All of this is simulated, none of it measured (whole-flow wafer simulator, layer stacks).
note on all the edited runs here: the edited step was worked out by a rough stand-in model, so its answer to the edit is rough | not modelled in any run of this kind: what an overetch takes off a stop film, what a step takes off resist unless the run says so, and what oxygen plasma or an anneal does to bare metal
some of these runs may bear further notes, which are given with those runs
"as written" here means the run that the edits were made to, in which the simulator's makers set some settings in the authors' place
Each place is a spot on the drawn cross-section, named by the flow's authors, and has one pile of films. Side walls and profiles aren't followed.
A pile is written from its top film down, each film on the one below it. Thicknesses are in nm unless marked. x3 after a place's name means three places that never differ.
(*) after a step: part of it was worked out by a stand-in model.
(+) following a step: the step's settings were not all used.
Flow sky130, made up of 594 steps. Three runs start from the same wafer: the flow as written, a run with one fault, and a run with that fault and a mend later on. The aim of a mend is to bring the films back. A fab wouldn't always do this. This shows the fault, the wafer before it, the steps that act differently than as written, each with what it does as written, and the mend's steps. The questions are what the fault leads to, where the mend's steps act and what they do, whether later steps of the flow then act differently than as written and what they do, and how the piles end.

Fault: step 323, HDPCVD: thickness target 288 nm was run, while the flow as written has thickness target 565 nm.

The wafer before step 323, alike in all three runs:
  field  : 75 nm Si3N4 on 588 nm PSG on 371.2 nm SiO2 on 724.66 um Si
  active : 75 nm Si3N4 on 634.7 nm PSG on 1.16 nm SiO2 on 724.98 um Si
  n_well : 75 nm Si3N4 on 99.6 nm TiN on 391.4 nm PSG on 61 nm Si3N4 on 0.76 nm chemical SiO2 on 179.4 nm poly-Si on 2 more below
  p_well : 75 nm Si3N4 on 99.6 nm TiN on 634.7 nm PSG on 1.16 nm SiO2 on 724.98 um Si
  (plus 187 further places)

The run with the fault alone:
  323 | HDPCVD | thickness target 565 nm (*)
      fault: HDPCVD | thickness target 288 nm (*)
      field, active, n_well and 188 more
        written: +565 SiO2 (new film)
        fault: +288 SiO2 (new film)
  Steps further on in the flow that do not act as written (not shown: 29 more steps that differ only slightly, by at most 2% or 0.5 nm, whichever is larger):
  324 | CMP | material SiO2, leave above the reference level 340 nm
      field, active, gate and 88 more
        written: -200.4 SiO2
        fault: nothing
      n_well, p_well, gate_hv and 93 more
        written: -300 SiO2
        fault: -23 SiO2
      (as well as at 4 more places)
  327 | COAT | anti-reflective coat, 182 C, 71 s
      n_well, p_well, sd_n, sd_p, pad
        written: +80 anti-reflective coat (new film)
        fault: +3.73 anti-reflective coat (new film)
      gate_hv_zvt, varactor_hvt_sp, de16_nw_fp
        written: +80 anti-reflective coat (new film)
        fault: +78.3 anti-reflective coat (new film)
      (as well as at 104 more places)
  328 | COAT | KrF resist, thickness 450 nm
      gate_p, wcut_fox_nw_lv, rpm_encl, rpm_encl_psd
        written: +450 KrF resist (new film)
        fault: +438.7 KrF resist (new film)
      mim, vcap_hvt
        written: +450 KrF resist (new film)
        fault: +429.3 KrF resist (new film)
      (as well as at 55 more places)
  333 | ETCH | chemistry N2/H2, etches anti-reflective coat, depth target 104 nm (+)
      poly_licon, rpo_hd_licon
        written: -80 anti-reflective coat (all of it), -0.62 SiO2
        fault: -17.4 anti-reflective coat (all of it), -2.22 SiO2
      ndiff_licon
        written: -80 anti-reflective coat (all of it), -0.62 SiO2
        fault: -55.1 anti-reflective coat (all of it), -1.25 SiO2
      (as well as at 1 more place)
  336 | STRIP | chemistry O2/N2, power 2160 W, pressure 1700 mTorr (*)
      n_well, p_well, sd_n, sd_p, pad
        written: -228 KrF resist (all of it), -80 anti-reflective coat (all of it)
        fault: -231.7 KrF resist (all of it), -3.73 anti-reflective coat (all of it)
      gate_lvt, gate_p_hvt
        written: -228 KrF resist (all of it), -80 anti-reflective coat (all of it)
        fault: -222 KrF resist (all of it), -50.5 anti-reflective coat (all of it)
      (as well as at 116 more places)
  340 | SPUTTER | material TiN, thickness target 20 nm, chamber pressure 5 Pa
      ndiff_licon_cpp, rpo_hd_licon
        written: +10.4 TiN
        fault: +11.7 TiN
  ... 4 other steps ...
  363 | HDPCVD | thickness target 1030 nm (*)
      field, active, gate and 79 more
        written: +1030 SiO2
        fault: +1030 SiO2 (new film)
  At field, active, gate and 90 more, the piles at the end differ from the flow's by more than 2% or 0.5 nm, whichever is larger.
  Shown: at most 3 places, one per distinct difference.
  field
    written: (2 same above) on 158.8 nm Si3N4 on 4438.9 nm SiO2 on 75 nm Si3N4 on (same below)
    fault: (2 same above) on 158.8 nm Si3N4 on 4085.6 nm SiO2 on 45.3 nm W on 20 nm TiN on 288 nm SiO2 on 75 nm Si3N4 on (same below)
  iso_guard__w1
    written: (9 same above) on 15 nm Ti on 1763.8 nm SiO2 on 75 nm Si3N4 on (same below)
    fault: (9 same above) on 15 nm Ti on 1410.5 nm SiO2 on 45.3 nm W on 20 nm TiN on 288 nm SiO2 on 75 nm Si3N4 on (same below)
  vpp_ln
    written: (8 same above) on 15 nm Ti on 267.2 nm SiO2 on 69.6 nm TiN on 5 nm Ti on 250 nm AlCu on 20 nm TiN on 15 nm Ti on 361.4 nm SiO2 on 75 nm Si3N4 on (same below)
    fault: (8 same above) on 15 nm Ti on 267.8 nm SiO2 on 69.6 nm TiN on 5 nm Ti on 250 nm AlCu on 20 nm TiN on 15 nm Ti on 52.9 nm W on 20 nm TiN on 288 nm SiO2 on 75 nm Si3N4 on (same below)

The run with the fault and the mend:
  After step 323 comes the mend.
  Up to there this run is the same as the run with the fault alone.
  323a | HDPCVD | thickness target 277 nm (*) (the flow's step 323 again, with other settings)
      field, active, n_well and 188 more
        +277 SiO2
  None of the later steps of the flow acts differently than as written at any place that is followed.
  By the end, the piles equal the flow's at every place that both follow.
